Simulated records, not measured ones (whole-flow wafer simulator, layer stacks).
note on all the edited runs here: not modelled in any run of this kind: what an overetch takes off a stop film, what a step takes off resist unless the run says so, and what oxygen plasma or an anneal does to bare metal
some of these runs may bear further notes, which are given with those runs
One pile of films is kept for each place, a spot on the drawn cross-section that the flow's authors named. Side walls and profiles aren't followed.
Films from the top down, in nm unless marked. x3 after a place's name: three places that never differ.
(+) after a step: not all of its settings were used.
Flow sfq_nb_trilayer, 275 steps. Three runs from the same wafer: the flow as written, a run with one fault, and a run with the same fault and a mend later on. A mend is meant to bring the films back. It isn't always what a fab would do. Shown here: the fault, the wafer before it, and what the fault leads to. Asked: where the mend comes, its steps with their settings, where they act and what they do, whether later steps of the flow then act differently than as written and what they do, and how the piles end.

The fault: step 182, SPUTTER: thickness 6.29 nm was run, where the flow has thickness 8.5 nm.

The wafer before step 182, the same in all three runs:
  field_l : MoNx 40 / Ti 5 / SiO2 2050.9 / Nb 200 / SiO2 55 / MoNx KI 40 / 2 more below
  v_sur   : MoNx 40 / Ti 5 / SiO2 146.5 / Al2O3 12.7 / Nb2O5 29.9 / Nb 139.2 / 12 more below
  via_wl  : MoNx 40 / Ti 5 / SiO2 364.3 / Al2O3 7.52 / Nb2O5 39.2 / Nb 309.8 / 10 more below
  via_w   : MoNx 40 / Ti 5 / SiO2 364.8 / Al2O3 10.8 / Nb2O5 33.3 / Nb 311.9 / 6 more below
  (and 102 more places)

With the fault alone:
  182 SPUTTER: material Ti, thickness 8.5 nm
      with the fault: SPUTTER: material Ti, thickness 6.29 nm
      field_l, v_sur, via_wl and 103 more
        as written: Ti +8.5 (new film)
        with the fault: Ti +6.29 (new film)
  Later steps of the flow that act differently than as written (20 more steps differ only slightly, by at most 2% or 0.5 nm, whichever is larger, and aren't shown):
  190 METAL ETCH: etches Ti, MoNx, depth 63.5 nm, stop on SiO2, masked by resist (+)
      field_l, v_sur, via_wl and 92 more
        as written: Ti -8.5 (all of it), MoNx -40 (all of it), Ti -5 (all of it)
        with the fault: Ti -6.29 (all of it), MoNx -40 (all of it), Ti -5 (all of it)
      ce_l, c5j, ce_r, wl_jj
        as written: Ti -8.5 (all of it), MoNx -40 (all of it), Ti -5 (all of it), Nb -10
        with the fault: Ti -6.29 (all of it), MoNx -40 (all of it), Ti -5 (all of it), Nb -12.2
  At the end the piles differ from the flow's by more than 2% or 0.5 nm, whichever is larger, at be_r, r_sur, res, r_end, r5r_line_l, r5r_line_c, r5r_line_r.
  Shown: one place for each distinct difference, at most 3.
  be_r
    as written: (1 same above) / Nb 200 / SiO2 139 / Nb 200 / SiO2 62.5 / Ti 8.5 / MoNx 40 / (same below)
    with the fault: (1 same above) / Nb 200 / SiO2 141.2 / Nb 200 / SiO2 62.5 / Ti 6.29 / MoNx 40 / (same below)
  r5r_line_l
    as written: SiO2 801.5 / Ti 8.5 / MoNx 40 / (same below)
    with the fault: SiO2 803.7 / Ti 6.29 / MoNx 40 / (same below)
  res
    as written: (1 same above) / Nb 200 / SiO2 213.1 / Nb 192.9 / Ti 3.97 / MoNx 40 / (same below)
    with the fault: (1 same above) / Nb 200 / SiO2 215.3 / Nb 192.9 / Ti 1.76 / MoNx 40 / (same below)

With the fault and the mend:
  The mend comes after step 182.
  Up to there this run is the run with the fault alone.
  182a SPUTTER: material Ti, thickness 2.21 nm (the flow's step 182 once more, with other settings)
      field_l, v_sur, via_wl and 103 more
        Ti +2.21
  No later step of the flow acts differently than as written at any place that is followed.
  At the end the piles are the same as the flow's at every place that both follow.
